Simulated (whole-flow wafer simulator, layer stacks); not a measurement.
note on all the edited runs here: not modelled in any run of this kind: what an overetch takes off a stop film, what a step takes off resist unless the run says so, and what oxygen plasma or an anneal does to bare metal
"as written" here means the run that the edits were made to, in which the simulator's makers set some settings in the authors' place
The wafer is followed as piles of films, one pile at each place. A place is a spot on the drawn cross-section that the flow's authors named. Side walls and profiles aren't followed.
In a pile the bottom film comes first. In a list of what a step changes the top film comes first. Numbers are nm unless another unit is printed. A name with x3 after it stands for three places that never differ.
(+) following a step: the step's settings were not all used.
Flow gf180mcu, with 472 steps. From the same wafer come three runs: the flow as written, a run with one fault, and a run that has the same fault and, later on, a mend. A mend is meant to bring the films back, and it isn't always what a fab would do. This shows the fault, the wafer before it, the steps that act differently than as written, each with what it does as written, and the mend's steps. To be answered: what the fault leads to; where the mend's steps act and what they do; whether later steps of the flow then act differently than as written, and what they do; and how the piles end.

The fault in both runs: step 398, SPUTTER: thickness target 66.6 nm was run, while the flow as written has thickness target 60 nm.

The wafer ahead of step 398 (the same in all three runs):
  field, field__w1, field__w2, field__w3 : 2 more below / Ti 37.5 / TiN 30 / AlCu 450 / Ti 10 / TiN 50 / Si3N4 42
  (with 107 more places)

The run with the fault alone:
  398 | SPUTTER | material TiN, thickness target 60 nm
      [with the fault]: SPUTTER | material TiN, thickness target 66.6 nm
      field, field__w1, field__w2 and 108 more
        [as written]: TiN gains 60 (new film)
        [with the fault]: TiN gains 66.6 (new film)
  Steps later in the flow that act otherwise than as written (8 other steps are not shown; they differ only slightly, by no more than 2% or 0.5 nm, whichever is larger):
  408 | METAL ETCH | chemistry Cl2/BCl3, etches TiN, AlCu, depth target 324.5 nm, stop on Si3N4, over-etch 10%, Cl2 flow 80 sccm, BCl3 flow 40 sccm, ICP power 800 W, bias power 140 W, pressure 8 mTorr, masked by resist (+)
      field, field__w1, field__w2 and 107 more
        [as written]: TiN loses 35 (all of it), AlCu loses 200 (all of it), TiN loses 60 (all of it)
        [with the fault]: TiN loses 35 (all of it), AlCu loses 200 (all of it), TiN loses 66.6 (all of it)
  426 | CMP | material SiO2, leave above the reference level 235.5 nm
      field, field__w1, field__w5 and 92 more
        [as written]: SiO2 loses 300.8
        [with the fault]: SiO2 loses 294.2
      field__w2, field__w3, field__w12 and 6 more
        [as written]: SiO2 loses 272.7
        [with the fault]: SiO2 loses 266.1
  At mim, the piles at the end differ from the flow's by more than 2% or 0.5 nm, whichever is larger.
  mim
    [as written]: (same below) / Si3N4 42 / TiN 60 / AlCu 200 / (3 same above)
    [with the fault]: (same below) / Si3N4 42 / TiN 66.6 / AlCu 200 / (3 same above)

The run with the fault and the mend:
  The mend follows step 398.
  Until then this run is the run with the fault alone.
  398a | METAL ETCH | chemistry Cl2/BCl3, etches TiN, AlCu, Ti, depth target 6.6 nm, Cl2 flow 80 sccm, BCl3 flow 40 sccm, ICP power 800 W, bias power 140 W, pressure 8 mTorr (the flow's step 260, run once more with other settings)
      field, field__w1, field__w2 and 108 more
        TiN loses 6.6
  None of the later steps of the flow acts differently than as written at any place that is followed.
  At every place that both follow, the piles at the end match the flow's.
